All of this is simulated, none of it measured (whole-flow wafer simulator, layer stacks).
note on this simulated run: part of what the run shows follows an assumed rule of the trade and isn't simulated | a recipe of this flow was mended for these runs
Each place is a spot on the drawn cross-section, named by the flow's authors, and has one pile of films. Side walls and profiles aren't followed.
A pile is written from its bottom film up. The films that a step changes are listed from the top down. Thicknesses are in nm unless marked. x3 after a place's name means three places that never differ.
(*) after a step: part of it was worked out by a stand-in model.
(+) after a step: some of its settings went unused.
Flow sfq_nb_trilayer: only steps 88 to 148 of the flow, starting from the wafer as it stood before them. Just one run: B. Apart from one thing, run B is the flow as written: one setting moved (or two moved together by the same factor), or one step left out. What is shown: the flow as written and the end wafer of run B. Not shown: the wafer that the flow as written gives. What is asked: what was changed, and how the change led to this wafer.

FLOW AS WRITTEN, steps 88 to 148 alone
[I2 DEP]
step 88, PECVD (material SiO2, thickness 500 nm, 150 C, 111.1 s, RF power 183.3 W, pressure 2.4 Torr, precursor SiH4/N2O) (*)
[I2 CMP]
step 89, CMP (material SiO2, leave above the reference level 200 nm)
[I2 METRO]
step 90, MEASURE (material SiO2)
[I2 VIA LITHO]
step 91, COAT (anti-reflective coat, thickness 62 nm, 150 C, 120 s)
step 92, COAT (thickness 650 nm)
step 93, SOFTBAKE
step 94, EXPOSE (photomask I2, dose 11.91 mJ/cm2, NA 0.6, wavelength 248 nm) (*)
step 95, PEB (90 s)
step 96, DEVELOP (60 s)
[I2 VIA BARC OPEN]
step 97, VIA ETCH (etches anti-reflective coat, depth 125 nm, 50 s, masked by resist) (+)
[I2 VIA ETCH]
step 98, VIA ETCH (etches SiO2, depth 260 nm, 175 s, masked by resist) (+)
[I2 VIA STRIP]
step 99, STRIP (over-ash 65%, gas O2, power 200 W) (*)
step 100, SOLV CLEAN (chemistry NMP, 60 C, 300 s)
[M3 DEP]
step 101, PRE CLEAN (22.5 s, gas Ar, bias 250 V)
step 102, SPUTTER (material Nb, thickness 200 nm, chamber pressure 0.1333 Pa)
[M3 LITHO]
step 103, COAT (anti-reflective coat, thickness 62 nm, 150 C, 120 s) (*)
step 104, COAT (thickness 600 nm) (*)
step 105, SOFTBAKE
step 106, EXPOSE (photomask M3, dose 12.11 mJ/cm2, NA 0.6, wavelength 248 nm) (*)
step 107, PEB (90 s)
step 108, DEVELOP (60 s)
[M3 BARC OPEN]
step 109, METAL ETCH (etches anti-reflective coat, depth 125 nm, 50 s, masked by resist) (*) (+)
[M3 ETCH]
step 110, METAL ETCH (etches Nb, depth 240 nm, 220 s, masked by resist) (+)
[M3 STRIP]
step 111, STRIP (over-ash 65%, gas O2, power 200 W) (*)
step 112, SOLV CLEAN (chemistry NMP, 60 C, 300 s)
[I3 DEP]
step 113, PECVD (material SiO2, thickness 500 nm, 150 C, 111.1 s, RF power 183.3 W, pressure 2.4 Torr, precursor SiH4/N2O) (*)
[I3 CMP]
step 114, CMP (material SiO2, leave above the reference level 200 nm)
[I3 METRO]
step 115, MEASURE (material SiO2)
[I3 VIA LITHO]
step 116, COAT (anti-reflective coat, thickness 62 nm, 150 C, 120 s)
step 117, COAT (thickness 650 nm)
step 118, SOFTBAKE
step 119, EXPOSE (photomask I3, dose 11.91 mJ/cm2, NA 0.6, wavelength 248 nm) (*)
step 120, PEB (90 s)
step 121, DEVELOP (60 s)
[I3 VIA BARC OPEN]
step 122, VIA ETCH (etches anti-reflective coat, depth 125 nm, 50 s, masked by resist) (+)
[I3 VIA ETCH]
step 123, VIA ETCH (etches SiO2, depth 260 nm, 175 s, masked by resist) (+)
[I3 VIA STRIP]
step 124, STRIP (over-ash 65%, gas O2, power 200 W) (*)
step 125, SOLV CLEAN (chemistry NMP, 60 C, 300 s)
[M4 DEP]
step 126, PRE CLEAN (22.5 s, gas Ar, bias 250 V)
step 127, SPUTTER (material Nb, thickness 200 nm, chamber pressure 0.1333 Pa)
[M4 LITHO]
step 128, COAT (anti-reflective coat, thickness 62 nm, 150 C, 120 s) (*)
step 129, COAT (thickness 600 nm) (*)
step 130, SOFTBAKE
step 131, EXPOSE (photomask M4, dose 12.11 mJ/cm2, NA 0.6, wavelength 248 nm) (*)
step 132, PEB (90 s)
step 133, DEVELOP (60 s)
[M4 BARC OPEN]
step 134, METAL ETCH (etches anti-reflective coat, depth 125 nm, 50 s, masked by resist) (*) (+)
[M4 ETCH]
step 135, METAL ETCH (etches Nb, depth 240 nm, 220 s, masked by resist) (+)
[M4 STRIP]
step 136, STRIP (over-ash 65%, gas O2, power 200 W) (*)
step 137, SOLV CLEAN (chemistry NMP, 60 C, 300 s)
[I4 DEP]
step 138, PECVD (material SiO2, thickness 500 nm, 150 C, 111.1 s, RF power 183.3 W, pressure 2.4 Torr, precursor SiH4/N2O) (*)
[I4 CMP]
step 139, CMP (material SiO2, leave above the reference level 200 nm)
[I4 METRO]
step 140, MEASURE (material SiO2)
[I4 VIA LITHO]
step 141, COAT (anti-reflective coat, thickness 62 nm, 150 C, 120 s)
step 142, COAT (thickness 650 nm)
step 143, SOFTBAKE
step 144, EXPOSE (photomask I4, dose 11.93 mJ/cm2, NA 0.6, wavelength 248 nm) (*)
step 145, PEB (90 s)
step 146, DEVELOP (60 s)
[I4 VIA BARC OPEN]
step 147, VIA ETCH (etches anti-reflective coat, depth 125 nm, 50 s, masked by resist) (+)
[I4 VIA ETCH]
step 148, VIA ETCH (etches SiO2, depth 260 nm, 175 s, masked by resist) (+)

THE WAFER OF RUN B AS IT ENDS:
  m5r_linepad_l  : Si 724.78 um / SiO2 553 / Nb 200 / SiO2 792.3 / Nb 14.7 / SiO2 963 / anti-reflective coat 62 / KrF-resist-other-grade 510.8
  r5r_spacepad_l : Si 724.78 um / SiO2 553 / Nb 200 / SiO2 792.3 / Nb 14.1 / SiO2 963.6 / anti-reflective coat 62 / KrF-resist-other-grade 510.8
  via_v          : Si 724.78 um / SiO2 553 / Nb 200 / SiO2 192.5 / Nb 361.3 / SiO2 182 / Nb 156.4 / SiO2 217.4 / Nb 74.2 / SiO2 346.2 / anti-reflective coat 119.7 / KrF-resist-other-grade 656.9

Cause: step 88, PECVD: thickness 218.8 nm was run, though the flow has thickness 500 nm; step 88, PECVD: 48.61 s was run, where the flow has 111.1 s.

Step by step, how the change led to this:
  step 88, PECVD (material SiO2, thickness 500 nm, 150 C, 111.1 s, RF power 183.3 W, pressure 2.4 Torr, precursor SiH4/N2O) (*)
      field_l, be, be_sur and 81 more: +218.8 SiO2 (as written it would have been: +500 SiO2)
      v_sur, via_wl, via_w and 18 more: +218.8 SiO2 (new film) (as written it would have been: +500 SiO2 (new film))
      (also at 1 further place)
  step 89, CMP (material SiO2, leave above the reference level 200 nm)
      field_l, be, be_sur and 81 more: nothing (as written it would have been: -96 SiO2)
      via_v: nothing (as written it would have been: -181.6 SiO2)
      (also at 21 further places)
  step 91, COAT (anti-reflective coat, thickness 62 nm, 150 C, 120 s)
      ln_m6, lsp_r, l0_sur, l0v, p4_w2: +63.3 anti-reflective coat (new film) (as written it would have been: +62 anti-reflective coat (new film))
      sp_r, p4_fl, p4_g1, wl_c_m6: +65.3 anti-reflective coat (new film) (as written it would have been: +62 anti-reflective coat (new film))
      (also at 91 further places)
  step 92, COAT (thickness 650 nm)
      sp_r, res, ln_m5, l0r_line_c: +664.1 KrF-resist-other-grade (new film) (as written it would have been: +650 KrF-resist-other-grade (new film))
      ce_l, lsp_m, p4_fl: +664.4 KrF-resist-other-grade (new film) (as written it would have been: +650 KrF-resist-other-grade (new film))
      (also at 73 further places)
  step 96, DEVELOP (60 s)
      via_w: -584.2 KrF-resist-other-grade (all of it) (as written it would have been: -648.6 KrF-resist-other-grade (all of it))
  step 97, VIA ETCH (etches anti-reflective coat, depth 125 nm, 50 s, masked by resist) (+)
      via_w: -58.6 anti-reflective coat (all of it), -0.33 SiO2 (as written it would have been: -62 anti-reflective coat (all of it), -0.31 SiO2)
  step 99, STRIP (over-ash 65%, gas O2, power 200 W) (*)
      m0r_line_l x3: -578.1 KrF-resist-other-grade (all of it), -29.9 anti-reflective coat (all of it) (as written it would have been: -510.8 KrF-resist-other-grade (all of it), -62 anti-reflective coat (all of it))
      m0r_space_l, m6r_space_l x2: -523.6 KrF-resist-other-grade (all of it), -96 anti-reflective coat (all of it) (as written it would have been: -510.8 KrF-resist-other-grade (all of it), -62 anti-reflective coat (all of it))
      (also at 96 further places)
  step 102, SPUTTER (material Nb, thickness 200 nm, chamber pressure 0.1333 Pa)
      via_v: +156.4 Nb (new film) (as written it would have been: +200 Nb (new film))
  step 103, COAT (anti-reflective coat, thickness 62 nm, 150 C, 120 s) (*)
      m0r_line_l x3, m0r_line_r x3: +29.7 anti-reflective coat (new film) (as written it would have been: +62 anti-reflective coat (new film))
      m0r_space_l, m0r_space_r, m6r_space_l x2, m6r_space_r x2: +96.2 anti-reflective coat (new film) (as written it would have been: +62 anti-reflective coat (new film))
      (also at 79 further places)
  step 104, COAT (thickness 600 nm) (*)
      m0r_line_l x3, m0r_line_r x3: +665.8 KrF-resist-other-grade (new film) (as written it would have been: +600 KrF-resist-other-grade (new film))
      wl_j_sl, wl_c_sr: +564.9 KrF-resist-other-grade (new film) (as written it would have been: +600 KrF-resist-other-grade (new film))
      (also at 62 further places)
  step 108, DEVELOP (60 s)
      m0r_line_l x3, m0r_line_r x3: -664.4 KrF-resist-other-grade (all of it) (as written it would have been: -598.7 KrF-resist-other-grade (all of it))
      m5r_line_l, m5r_line_r: -642 KrF-resist-other-grade (all of it) (as written it would have been: -598.7 KrF-resist-other-grade (all of it))
      (also at 39 further places)
  step 109, METAL ETCH (etches anti-reflective coat, depth 125 nm, 50 s, masked by resist) (*) (+)
      m5r_linepad_l, m5r_linepad_r, r5r_line_l, r5r_spacepad_l, r5r_spacepad_r, m8r_pad_l, m8r_pad_r: -125 anti-reflective coat (as written it would have been: -62 anti-reflective coat (all of it))
      m0r_line_l x3, m0r_line_r x3: -29.7 anti-reflective coat (all of it) (as written it would have been: -62 anti-reflective coat (all of it))
      (also at 50 further places)
  step 110, METAL ETCH (etches Nb, depth 240 nm, 220 s, masked by resist) (+)
      m5r_linepad_l, m5r_linepad_r: -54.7 anti-reflective coat (all of it), -185.3 Nb (as written it would have been: -200 Nb (all of it), -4 SiO2)
      r5r_spacepad_l, r5r_spacepad_r: -54.1 anti-reflective coat (all of it), -185.9 Nb (as written it would have been: -200 Nb (all of it), -4 SiO2)
      (also at 3 further places)
  step 111, STRIP (over-ash 65%, gas O2, power 200 W) (*)
      v_sur: -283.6 KrF-resist-other-grade (all of it), -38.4 anti-reflective coat (all of it) (as written it would have been: -361 KrF-resist-other-grade (all of it), -46 anti-reflective coat (all of it))
      via_wl: -297.3 KrF-resist-other-grade (all of it), -25.8 anti-reflective coat (all of it) (as written it would have been: -381.1 KrF-resist-other-grade (all of it), -16.7 anti-reflective coat (all of it))
      (also at 27 further places)
  step 113, PECVD (material SiO2, thickness 500 nm, 150 C, 111.1 s, RF power 183.3 W, pressure 2.4 Torr, precursor SiH4/N2O) (*)
      m5r_linepad_l, m5r_linepad_r, r5r_spacepad_l, r5r_spacepad_r: +500 SiO2 (new film) (as written it would have been: +500 SiO2)
      via_v: +642.3 SiO2 (new film) (as written it would have been: +500 SiO2 (new film))
  step 114, CMP (material SiO2, leave above the reference level 200 nm)
      field_l, be, be_sur and 64 more: nothing (as written it would have been: -96 SiO2)
      p4_g1, p4_g2, p3_s0, p3_s1, p3_s2, p3_s3, p3_s4, p3_s5: nothing (as written it would have been: -157.1 SiO2)
      (also at 10 further places)
  ... 18 other steps ...
  step 147, VIA ETCH (etches anti-reflective coat, depth 125 nm, 50 s, masked by resist) (+)
      via_wl: -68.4 anti-reflective coat (all of it), -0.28 SiO2 (as written it would have been: -62 anti-reflective coat (all of it), -0.31 SiO2)
      via_w: -70.7 anti-reflective coat (all of it), -0.27 SiO2 (as written it would have been: -62 anti-reflective coat (all of it), -0.31 SiO2)
      (also at 1 further place)
Taking metal films that touch as one body, m5r_linepad_l has 2 bodies (between them, from the top down: SiO2 792.3); the flow as written gives 1 body.
Taking metal films that touch as one body, r5r_spacepad_l has 2 bodies (between them, from the top down: SiO2 792.3); the flow as written gives 1 body.
Taking metal films that touch as one body, via_v has 4 bodies (between them, from the top down: SiO2 217.4; SiO2 182; SiO2 192.5); the flow as written gives 3 bodies (between them, from the top down: SiO2 423.7; SiO2 192.5).
